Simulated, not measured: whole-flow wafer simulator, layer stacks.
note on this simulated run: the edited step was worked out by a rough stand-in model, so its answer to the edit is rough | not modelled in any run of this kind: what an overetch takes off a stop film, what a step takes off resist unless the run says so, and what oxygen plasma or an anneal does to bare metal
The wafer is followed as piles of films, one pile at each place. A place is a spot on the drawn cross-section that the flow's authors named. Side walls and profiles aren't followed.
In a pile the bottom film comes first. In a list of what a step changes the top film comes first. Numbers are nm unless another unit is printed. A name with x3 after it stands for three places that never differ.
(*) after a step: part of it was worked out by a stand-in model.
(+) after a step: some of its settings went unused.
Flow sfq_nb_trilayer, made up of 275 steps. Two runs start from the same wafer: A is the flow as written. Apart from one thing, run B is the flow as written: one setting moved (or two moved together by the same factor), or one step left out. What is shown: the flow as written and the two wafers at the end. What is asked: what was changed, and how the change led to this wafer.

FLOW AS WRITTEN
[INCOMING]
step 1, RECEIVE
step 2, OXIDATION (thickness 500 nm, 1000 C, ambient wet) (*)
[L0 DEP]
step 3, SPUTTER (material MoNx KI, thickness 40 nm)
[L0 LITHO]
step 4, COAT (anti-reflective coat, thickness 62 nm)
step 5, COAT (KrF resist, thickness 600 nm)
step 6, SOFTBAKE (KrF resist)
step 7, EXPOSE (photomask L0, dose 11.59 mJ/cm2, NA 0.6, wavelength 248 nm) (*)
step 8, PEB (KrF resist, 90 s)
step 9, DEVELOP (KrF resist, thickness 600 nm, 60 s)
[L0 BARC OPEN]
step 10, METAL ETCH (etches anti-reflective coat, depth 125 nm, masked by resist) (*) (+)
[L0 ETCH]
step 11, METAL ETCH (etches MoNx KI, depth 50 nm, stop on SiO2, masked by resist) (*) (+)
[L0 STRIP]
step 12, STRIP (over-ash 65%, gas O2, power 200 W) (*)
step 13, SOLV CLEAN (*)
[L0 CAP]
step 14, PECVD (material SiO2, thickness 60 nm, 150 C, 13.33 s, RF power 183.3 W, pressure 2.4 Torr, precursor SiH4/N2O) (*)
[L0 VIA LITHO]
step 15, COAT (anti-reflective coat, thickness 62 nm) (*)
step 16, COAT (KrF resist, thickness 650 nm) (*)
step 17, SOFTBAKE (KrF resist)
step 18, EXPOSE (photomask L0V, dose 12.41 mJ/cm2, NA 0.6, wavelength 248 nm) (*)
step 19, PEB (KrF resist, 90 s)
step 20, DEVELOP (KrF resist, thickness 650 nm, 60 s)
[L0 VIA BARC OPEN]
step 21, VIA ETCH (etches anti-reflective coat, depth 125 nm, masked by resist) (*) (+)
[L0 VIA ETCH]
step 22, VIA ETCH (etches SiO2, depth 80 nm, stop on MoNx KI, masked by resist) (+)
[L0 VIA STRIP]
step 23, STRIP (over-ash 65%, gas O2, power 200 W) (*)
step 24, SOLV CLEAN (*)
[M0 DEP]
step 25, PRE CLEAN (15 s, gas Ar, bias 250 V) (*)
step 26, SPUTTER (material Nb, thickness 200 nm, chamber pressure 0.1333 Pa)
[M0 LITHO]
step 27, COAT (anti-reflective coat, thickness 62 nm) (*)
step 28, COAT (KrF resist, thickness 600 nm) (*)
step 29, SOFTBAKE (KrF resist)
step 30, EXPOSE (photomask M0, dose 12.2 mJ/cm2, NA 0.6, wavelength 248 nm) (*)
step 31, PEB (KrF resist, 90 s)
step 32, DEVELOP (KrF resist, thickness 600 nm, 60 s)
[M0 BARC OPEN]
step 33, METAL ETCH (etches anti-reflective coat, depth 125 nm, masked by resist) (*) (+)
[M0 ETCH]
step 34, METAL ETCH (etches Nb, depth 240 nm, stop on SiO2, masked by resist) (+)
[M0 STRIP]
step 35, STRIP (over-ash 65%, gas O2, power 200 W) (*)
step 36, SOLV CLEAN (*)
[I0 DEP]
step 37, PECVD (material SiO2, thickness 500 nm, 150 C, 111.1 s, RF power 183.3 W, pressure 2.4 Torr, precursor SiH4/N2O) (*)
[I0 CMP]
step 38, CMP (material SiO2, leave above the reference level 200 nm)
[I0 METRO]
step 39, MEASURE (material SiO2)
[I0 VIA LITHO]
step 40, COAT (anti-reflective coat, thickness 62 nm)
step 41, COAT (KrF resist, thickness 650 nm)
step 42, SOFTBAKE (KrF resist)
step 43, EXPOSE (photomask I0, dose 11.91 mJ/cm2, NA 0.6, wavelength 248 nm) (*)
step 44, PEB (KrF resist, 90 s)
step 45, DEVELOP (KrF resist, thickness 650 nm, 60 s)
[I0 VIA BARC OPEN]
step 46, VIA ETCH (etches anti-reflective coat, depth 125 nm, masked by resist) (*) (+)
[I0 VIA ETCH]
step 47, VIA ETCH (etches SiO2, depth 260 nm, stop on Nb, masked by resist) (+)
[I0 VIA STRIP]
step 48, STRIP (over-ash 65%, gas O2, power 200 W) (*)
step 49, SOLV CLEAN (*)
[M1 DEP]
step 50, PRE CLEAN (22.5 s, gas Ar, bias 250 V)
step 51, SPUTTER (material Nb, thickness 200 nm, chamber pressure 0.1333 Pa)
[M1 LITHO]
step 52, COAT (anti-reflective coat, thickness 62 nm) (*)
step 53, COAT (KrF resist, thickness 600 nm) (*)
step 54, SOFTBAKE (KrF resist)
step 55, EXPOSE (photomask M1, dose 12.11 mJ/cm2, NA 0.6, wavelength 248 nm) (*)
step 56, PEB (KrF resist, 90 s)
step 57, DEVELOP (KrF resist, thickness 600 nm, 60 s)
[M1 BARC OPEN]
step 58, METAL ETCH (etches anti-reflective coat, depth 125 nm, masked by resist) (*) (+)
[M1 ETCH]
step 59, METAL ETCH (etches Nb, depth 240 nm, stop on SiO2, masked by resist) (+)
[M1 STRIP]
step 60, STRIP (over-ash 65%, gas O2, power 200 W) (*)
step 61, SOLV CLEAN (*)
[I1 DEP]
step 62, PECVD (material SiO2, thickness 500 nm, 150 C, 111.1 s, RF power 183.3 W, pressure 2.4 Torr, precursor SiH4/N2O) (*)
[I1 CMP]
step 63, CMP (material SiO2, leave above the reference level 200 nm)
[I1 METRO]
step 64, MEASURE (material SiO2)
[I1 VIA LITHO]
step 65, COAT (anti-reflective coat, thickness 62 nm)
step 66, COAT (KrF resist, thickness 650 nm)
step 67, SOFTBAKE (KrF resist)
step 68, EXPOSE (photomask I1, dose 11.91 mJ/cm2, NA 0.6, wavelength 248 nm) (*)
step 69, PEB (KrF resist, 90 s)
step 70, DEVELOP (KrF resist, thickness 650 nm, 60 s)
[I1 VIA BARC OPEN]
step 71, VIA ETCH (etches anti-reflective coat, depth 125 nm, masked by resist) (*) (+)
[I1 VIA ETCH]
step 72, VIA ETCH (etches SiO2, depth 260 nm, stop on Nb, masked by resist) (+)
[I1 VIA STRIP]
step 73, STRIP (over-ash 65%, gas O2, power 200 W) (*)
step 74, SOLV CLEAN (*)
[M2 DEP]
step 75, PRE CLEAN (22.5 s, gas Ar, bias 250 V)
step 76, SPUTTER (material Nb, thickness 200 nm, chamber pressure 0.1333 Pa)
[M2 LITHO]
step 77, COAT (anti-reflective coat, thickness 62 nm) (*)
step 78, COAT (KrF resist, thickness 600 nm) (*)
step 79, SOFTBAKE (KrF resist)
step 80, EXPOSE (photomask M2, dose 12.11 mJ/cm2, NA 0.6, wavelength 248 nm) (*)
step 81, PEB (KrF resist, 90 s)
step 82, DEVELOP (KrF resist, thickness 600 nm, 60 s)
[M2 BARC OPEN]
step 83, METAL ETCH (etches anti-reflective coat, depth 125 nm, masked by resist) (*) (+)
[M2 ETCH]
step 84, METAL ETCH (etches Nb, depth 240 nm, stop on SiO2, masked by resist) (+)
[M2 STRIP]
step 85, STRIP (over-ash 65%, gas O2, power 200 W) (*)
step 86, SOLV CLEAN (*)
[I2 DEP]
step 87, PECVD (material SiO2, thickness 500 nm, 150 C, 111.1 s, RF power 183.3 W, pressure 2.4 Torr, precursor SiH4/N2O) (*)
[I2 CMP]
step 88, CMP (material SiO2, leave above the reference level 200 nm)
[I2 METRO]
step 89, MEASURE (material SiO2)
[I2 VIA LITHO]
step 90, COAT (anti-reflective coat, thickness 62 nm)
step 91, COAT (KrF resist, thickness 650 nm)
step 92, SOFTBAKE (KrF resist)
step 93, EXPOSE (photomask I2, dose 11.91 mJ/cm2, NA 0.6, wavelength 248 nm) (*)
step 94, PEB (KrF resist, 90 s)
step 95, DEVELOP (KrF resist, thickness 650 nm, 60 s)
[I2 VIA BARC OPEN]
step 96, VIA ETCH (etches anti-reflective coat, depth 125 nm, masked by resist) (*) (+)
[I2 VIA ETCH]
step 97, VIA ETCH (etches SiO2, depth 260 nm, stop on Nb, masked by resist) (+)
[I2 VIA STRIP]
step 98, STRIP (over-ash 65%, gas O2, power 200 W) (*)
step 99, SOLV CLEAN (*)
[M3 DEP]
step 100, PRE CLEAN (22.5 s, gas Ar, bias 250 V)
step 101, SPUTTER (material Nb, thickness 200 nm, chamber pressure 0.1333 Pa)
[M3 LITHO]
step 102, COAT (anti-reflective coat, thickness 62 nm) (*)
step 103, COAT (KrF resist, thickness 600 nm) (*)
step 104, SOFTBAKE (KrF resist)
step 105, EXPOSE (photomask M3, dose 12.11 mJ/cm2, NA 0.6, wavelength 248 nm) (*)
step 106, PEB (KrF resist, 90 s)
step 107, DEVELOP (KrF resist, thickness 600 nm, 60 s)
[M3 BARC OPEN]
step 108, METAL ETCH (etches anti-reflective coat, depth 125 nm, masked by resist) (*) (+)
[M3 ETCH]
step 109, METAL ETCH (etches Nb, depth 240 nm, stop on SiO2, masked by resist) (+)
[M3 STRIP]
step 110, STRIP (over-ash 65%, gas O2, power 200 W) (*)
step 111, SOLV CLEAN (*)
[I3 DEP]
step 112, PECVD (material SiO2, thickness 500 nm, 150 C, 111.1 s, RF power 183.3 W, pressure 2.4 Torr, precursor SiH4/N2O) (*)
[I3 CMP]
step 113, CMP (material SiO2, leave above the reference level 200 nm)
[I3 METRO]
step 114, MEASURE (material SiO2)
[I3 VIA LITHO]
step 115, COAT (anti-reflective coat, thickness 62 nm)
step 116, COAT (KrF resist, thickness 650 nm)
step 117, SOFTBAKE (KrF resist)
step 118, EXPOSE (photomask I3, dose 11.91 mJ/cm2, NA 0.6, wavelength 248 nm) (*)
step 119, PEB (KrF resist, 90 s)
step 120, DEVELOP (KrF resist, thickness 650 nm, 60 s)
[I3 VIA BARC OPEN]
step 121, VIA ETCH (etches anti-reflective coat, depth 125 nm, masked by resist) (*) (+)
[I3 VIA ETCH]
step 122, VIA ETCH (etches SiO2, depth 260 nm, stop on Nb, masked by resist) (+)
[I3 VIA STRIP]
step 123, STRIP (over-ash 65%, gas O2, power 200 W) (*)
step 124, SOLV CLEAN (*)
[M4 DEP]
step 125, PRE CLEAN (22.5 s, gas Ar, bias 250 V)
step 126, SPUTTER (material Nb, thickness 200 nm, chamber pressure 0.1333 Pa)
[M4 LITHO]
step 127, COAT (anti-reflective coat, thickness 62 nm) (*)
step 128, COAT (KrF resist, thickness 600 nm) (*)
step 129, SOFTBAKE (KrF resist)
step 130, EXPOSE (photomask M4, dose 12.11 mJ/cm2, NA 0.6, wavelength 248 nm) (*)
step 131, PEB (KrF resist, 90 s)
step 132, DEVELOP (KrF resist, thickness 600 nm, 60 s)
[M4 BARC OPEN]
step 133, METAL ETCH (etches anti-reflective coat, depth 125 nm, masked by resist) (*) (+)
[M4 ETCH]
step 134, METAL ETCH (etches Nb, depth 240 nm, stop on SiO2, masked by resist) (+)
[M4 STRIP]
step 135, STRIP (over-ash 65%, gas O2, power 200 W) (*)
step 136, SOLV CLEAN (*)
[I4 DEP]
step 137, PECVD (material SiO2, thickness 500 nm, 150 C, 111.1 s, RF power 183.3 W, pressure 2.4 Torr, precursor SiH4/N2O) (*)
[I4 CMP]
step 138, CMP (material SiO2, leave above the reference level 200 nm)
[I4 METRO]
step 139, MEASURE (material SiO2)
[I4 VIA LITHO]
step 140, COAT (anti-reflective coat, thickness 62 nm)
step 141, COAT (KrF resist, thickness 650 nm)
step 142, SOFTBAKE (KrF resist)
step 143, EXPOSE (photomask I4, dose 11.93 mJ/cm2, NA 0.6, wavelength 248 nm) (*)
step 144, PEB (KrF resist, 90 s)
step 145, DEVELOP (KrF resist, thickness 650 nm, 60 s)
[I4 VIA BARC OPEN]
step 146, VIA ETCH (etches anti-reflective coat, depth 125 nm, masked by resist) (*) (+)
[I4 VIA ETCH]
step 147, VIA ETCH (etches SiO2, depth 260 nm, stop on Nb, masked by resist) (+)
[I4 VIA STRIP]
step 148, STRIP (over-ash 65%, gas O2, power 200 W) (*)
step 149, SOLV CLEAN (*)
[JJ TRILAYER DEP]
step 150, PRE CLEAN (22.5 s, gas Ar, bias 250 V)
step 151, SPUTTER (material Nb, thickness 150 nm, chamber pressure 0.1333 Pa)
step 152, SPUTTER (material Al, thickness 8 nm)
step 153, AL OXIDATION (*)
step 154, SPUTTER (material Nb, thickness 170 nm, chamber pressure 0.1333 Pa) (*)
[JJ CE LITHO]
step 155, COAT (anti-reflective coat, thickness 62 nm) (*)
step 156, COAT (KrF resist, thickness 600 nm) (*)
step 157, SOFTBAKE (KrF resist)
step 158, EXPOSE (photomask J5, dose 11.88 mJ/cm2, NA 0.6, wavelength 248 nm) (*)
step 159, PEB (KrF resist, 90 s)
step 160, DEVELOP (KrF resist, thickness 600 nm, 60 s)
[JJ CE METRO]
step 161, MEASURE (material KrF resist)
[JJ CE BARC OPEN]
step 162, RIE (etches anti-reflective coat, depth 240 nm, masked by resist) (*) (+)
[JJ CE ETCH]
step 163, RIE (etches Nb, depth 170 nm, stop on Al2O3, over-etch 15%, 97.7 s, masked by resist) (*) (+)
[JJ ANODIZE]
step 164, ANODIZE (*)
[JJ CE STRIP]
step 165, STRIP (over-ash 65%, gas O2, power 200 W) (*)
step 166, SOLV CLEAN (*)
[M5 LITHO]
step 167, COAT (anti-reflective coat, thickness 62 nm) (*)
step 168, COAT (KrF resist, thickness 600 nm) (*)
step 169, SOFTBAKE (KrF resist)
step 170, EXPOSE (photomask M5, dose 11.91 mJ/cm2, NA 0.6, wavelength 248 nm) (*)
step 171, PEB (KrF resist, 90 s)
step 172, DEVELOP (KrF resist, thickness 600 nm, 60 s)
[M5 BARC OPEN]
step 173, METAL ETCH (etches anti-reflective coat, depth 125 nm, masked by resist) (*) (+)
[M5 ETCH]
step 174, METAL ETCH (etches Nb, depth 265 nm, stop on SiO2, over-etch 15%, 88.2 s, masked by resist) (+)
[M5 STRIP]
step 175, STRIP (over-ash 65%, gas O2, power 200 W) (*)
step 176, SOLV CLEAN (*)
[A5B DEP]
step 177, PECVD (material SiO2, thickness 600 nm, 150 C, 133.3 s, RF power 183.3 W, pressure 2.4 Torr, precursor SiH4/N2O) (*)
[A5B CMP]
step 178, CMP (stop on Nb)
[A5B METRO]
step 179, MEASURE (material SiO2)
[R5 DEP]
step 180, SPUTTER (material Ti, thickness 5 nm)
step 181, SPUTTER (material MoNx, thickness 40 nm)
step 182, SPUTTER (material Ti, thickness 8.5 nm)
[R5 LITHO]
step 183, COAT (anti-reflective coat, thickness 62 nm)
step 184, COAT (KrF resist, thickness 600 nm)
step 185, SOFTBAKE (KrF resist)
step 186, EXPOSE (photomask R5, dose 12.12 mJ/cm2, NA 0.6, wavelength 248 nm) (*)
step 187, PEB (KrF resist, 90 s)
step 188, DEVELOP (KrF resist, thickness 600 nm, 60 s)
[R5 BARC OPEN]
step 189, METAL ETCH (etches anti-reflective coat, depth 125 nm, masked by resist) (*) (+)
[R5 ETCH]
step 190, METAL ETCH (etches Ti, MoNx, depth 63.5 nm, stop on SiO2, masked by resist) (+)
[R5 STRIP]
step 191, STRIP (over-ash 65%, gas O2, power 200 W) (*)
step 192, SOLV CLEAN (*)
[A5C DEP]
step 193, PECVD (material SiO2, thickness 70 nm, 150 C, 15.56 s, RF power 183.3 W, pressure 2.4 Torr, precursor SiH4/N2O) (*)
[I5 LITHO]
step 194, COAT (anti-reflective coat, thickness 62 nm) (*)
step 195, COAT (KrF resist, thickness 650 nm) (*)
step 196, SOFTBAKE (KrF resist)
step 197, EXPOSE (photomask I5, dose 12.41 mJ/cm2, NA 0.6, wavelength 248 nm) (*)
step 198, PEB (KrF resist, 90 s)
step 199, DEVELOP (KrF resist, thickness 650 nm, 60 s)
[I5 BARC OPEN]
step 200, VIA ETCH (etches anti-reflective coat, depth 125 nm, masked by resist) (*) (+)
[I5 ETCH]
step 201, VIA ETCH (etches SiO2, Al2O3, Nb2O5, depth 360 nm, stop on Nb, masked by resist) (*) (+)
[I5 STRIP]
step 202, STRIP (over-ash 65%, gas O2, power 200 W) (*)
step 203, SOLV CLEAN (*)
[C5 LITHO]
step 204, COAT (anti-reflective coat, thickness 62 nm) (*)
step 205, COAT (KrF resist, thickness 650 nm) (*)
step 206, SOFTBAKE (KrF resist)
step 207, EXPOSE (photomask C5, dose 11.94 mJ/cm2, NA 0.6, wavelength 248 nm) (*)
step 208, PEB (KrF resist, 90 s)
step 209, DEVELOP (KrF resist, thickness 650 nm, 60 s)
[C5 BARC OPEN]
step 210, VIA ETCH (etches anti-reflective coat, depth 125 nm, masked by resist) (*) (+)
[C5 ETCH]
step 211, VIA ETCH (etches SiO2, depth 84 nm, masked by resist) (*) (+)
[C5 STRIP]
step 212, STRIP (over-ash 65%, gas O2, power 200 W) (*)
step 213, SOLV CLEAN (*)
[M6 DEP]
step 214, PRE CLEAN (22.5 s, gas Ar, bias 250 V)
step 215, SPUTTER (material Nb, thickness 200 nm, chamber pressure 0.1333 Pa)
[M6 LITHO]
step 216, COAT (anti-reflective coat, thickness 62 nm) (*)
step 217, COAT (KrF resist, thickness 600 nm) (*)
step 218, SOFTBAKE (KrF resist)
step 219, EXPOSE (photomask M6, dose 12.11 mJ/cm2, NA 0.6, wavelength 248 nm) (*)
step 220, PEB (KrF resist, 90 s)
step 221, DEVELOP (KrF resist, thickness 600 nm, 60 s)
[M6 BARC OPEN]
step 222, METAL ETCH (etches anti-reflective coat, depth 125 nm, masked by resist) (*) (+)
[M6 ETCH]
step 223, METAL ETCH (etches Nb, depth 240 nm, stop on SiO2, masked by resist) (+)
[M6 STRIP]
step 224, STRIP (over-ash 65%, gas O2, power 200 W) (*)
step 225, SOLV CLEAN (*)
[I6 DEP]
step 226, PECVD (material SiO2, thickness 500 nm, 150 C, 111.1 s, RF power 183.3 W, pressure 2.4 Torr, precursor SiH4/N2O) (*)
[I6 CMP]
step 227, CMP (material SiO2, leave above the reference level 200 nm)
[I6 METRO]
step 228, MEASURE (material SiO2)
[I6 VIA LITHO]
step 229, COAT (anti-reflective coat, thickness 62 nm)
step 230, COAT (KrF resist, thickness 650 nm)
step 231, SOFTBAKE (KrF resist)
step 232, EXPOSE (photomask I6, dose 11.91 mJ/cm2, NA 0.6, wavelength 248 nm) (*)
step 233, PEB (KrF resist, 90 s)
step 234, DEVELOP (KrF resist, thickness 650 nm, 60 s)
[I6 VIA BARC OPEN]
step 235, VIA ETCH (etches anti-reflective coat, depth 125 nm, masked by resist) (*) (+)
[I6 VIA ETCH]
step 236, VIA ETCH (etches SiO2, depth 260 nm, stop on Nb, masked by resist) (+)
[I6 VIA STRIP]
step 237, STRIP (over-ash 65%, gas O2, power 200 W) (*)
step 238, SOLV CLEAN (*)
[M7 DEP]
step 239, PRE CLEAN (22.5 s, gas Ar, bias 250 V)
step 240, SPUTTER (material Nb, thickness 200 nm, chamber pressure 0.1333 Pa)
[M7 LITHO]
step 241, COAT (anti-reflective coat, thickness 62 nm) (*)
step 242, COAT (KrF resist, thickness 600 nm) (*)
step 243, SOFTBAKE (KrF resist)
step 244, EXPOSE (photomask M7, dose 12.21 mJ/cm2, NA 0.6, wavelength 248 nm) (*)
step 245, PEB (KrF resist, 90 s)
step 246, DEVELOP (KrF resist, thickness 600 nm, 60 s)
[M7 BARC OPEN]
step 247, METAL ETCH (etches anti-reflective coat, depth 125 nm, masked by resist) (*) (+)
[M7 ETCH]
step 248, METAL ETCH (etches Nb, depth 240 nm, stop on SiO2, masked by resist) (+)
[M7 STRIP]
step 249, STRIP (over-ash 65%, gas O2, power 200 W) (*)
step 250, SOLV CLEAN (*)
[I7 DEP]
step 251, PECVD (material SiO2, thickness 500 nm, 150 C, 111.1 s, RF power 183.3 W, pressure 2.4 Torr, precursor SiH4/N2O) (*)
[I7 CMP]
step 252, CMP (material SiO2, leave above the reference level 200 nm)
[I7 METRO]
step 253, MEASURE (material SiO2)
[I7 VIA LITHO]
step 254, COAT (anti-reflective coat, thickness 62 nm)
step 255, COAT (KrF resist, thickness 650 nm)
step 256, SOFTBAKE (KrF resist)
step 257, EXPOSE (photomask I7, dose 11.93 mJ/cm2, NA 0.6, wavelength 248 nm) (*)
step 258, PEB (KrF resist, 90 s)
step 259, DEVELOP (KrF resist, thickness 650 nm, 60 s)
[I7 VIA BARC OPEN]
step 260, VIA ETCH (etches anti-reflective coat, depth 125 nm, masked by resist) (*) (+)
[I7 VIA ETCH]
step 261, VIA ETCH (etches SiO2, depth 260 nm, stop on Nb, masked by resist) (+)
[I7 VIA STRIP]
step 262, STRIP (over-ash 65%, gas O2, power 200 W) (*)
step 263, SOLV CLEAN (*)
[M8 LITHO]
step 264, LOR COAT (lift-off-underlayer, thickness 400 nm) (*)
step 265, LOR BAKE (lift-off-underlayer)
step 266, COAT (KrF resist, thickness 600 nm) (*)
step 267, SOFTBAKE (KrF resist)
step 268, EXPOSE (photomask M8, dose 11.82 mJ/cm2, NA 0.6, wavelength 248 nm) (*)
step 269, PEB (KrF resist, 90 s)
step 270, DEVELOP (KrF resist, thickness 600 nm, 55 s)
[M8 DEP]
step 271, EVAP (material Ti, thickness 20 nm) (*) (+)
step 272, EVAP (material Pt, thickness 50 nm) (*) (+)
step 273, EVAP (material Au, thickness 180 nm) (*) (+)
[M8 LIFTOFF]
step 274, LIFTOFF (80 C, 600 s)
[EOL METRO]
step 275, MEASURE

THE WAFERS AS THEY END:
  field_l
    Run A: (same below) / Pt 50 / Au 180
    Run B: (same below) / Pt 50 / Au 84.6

The reason: step 273, EVAP: thickness 84.6 nm was run, whereas the flow has thickness 180 nm.
One can read it off the wafer: field_l has Au 84.6, and step 273 as written asks for 180 nm.

How this came from the change, step by step:
  step 273, EVAP (material Au, thickness 180 nm) (*) (+)
      field_l, v_sur, via_wl and 103 more: A +180 Au (new film) | B +84.6 Au (new film)
  step 274, LIFTOFF (80 C, 600 s)
      p4_fl, p4_fm, p4_w1 and 71 more: A -180 Au (all of it), -50 Pt (all of it), -20 Ti (all of it), -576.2 KrF resist (all of it), -400 lift-off-underlayer (all of it) | B -84.6 Au (all of it), -50 Pt (all of it), -20 Ti (all of it), -576.2 KrF resist (all of it), -400 lift-off-underlayer (all of it)
      c5j, ce_r: A -180 Au (all of it), -50 Pt (all of it), -20 Ti (all of it), -573.3 KrF resist (all of it), -399.3 lift-off-underlayer (all of it) | B -84.6 Au (all of it), -50 Pt (all of it), -20 Ti (all of it), -573.3 KrF resist (all of it), -399.3 lift-off-underlayer (all of it)
      (and at 19 other places as well)
